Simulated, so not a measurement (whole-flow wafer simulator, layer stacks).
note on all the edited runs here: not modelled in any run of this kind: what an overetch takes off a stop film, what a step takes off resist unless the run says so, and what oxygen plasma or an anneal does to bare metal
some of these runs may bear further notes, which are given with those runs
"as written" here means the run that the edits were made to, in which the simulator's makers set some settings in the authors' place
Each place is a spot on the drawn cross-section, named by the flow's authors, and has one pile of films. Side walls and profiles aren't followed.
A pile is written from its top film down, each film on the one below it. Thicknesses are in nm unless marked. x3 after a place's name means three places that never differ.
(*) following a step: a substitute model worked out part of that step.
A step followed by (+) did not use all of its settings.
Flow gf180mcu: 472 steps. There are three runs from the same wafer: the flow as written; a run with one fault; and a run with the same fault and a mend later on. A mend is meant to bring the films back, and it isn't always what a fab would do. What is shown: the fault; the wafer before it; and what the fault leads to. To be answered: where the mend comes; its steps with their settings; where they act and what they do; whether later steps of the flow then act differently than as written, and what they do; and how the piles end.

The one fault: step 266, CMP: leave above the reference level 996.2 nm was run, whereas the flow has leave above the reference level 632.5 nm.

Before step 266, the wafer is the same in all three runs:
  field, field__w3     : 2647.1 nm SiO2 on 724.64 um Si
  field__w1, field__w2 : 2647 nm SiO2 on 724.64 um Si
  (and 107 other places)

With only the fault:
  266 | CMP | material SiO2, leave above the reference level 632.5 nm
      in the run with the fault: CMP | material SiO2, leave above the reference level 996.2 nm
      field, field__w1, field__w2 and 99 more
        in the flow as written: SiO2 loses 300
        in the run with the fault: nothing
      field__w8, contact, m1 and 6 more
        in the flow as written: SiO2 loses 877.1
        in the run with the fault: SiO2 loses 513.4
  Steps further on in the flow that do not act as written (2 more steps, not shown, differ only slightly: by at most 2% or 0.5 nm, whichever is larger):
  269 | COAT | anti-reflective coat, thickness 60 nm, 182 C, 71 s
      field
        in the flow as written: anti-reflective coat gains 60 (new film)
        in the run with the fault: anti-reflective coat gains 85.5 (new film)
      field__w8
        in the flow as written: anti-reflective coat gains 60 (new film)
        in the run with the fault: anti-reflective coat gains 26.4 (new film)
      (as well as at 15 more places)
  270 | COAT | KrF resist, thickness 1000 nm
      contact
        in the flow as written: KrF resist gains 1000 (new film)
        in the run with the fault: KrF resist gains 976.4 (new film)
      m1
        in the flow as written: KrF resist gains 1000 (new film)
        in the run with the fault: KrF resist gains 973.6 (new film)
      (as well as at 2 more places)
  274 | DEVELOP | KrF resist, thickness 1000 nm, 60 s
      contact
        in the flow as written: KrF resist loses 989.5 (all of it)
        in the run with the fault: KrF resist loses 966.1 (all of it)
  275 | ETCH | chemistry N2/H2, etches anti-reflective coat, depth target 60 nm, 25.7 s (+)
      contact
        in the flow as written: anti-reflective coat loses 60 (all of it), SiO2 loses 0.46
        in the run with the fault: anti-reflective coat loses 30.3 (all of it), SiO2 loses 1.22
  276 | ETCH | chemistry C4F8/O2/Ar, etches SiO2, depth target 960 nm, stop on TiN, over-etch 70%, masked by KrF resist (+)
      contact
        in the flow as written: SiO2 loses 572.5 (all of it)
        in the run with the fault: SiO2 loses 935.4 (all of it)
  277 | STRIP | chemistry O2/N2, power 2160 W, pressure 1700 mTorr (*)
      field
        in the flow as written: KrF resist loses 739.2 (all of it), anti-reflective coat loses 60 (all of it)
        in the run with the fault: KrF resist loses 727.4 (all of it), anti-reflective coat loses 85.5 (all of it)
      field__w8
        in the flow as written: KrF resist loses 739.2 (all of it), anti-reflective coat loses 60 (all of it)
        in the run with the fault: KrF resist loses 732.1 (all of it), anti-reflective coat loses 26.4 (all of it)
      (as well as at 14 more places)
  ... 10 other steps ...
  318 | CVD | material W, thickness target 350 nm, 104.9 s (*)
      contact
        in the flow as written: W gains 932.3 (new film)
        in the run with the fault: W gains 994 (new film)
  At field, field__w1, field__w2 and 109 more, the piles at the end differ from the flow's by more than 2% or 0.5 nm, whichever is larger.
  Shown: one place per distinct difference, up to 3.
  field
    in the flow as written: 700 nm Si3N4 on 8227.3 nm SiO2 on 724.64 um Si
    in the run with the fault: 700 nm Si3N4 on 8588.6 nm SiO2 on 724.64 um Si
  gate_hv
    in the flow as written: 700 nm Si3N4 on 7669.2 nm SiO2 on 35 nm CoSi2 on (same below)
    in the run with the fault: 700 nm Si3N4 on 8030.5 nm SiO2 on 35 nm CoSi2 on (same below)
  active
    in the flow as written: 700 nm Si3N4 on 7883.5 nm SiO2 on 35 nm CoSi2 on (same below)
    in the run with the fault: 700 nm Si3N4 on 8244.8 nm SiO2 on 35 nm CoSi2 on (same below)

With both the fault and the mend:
  After step 266 comes the mend.
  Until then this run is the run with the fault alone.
  266a | CMP | material SiO2, leave above the reference level 632.5 nm (the flow's step 266, run once more)
      field, field__w1, field__w2 and 99 more
        SiO2 loses 300
      field__w8, contact, m1 and 6 more
        SiO2 loses 363.7
  Later steps of the flow that are run all act as written at every place that is followed.
  At every place that both follow, the piles at the end match the flow's.
